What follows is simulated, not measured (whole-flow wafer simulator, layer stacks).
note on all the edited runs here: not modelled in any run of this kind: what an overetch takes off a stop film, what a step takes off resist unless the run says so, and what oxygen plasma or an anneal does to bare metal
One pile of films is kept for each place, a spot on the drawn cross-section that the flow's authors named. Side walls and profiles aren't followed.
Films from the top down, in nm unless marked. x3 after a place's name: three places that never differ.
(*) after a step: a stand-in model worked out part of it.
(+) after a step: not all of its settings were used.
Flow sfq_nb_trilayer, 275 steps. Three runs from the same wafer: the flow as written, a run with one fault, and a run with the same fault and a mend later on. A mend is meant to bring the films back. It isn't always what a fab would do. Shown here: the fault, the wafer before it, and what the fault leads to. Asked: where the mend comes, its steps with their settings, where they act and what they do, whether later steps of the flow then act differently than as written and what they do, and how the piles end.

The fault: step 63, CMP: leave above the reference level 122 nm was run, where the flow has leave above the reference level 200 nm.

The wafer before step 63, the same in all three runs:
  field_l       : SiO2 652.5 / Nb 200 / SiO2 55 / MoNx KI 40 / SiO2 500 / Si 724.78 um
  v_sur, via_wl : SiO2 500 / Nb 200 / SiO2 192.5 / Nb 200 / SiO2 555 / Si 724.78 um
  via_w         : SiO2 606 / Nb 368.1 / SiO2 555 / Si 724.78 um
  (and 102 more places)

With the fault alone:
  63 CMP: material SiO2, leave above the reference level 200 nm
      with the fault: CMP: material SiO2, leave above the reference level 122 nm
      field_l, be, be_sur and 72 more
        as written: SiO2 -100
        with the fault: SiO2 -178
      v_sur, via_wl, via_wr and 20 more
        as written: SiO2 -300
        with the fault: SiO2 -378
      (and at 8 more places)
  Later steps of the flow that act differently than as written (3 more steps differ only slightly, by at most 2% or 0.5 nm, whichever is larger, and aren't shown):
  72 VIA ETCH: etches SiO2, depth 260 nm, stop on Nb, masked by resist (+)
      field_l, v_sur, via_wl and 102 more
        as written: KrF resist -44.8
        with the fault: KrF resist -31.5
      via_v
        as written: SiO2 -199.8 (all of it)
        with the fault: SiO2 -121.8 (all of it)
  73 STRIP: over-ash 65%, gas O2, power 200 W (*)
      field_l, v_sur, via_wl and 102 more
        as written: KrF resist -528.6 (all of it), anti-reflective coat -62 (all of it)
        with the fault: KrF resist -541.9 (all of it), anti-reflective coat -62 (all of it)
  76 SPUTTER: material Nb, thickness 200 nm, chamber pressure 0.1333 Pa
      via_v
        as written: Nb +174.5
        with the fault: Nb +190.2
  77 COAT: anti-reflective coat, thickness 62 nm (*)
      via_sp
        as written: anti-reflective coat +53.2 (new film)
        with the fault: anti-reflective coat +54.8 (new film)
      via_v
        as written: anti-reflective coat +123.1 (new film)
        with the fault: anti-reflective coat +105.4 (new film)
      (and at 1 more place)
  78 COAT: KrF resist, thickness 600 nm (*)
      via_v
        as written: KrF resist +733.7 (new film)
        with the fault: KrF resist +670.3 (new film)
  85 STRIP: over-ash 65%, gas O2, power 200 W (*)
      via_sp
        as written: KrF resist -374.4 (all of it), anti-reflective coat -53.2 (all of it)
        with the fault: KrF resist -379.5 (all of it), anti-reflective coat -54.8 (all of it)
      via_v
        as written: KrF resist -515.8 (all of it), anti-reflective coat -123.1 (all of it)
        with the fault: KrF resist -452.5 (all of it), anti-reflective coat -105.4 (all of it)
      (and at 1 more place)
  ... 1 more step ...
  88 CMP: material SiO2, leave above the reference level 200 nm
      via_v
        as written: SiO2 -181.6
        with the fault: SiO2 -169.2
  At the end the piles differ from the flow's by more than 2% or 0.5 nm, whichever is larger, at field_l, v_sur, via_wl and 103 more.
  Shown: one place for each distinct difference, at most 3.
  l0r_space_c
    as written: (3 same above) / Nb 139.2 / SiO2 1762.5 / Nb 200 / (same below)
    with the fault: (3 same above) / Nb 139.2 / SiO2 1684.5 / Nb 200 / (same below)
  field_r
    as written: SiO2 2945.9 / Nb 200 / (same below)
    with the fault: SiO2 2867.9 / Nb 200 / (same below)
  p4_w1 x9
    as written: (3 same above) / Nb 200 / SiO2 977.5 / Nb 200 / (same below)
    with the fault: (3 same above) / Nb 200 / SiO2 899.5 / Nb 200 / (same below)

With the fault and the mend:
  The mend comes after step 64.
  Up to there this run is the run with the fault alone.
  64a PECVD: material SiO2, thickness 78 nm, 150 C, 17.33 s, RF power 183.3 W, pressure 2.4 Torr, precursor SiH4/N2O (the flow's step 62 once more, with other settings)
      field_l, v_sur, via_wl and 103 more
        SiO2 +78
  No later step of the flow acts differently than as written, at any place that is followed, by more than 2% or 0.5 nm, whichever is larger.
  At the end the piles are the same as the flow's at every place that both follow.
